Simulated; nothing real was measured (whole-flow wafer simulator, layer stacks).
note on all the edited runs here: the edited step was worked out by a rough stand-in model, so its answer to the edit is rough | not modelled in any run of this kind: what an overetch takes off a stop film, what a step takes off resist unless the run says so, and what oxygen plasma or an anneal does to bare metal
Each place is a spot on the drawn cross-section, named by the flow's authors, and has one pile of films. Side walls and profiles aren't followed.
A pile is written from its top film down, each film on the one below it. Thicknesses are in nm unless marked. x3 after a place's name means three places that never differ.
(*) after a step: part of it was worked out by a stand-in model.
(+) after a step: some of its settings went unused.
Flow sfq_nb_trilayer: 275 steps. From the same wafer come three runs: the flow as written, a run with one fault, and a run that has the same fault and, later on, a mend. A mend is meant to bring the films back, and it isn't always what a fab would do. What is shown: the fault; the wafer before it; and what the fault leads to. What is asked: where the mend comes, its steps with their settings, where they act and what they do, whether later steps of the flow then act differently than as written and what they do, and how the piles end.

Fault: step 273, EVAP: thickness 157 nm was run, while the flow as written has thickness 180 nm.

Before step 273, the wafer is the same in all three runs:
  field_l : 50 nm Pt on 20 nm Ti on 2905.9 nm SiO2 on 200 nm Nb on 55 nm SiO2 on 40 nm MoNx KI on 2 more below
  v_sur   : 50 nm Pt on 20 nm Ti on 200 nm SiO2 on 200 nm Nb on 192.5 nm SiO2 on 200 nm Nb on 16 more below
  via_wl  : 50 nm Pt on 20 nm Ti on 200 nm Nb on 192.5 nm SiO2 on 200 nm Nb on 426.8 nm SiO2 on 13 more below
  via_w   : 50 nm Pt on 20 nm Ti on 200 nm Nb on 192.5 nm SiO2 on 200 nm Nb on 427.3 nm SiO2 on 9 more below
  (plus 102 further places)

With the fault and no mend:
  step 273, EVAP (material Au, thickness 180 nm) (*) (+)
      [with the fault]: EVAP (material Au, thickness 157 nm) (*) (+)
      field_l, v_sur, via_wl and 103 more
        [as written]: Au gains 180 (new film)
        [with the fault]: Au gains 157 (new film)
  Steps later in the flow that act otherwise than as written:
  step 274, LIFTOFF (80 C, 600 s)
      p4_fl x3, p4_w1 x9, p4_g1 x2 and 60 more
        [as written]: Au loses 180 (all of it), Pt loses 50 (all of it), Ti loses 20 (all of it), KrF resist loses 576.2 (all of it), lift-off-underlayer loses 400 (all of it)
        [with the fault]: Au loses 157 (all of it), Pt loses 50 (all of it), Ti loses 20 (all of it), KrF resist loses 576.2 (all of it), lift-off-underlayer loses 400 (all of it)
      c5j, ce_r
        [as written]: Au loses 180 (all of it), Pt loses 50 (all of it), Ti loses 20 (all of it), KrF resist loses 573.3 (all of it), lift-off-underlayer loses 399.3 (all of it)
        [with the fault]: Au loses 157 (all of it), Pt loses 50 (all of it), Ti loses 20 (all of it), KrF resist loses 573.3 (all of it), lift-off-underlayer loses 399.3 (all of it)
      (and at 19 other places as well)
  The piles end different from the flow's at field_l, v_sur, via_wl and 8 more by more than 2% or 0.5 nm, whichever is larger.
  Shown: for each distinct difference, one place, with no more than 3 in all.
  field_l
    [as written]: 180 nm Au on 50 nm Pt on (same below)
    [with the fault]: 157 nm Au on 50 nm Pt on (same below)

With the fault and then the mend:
  After step 273 comes the mend.
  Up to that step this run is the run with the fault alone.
  step 273a, EVAP (material Au, thickness 23 nm) (*) (+) (the flow's step 273, run once more with other settings)
      field_l, v_sur, via_wl and 103 more
        Au gains 23
  None of the later steps of the flow acts differently than as written at any place that is followed.
  By the end, the piles equal the flow's at every place that both follow.
